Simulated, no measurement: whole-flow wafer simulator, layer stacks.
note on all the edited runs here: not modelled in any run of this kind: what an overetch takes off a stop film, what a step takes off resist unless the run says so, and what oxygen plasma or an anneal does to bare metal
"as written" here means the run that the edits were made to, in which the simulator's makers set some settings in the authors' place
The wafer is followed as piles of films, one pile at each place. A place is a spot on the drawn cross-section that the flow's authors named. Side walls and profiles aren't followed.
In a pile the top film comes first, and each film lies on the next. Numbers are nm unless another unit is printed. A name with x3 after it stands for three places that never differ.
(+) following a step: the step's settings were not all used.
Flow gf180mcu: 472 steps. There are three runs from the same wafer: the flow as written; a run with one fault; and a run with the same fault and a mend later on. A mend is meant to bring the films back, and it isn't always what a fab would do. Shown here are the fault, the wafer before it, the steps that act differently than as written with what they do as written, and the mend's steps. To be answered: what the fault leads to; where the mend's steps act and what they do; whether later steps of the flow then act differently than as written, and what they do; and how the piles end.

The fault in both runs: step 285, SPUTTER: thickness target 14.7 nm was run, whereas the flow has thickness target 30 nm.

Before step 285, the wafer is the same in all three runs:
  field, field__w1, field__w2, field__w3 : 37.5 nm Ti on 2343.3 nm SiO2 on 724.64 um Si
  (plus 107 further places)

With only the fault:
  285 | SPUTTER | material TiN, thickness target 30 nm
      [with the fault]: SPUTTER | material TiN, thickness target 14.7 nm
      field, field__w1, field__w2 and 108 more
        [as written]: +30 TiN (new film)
        [with the fault]: +14.7 TiN (new film)
  Later steps of the flow acting differently than as written:
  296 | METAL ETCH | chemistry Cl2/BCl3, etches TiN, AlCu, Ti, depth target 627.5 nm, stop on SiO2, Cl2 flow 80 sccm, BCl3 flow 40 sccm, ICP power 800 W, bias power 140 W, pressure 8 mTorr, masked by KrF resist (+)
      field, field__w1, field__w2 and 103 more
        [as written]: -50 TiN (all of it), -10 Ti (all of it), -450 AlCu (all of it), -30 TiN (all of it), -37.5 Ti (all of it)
        [with the fault]: -50 TiN (all of it), -10 Ti (all of it), -450 AlCu (all of it), -14.7 TiN (all of it), -37.5 Ti (all of it)
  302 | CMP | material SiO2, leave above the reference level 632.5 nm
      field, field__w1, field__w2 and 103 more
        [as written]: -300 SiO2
        [with the fault]: -315.3 SiO2
  At field__w8, contact, m1, m1__w1, m1_nw, the piles at the end differ from the flow's by more than 2% or 0.5 nm, whichever is larger.
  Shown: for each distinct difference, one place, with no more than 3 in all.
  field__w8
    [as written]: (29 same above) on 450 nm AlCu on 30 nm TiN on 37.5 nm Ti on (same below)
    [with the fault]: (29 same above) on 450 nm AlCu on 14.7 nm TiN on 37.5 nm Ti on (same below)
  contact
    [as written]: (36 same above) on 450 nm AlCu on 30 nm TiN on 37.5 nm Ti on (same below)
    [with the fault]: (36 same above) on 450 nm AlCu on 14.7 nm TiN on 37.5 nm Ti on (same below)

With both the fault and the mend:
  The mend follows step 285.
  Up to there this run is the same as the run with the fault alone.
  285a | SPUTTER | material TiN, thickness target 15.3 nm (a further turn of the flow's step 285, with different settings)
      field, field__w1, field__w2 and 108 more
        +15.3 TiN
  None of the later steps of the flow acts differently than as written at any place that is followed.
  At every place that both follow, the piles at the end match the flow's.
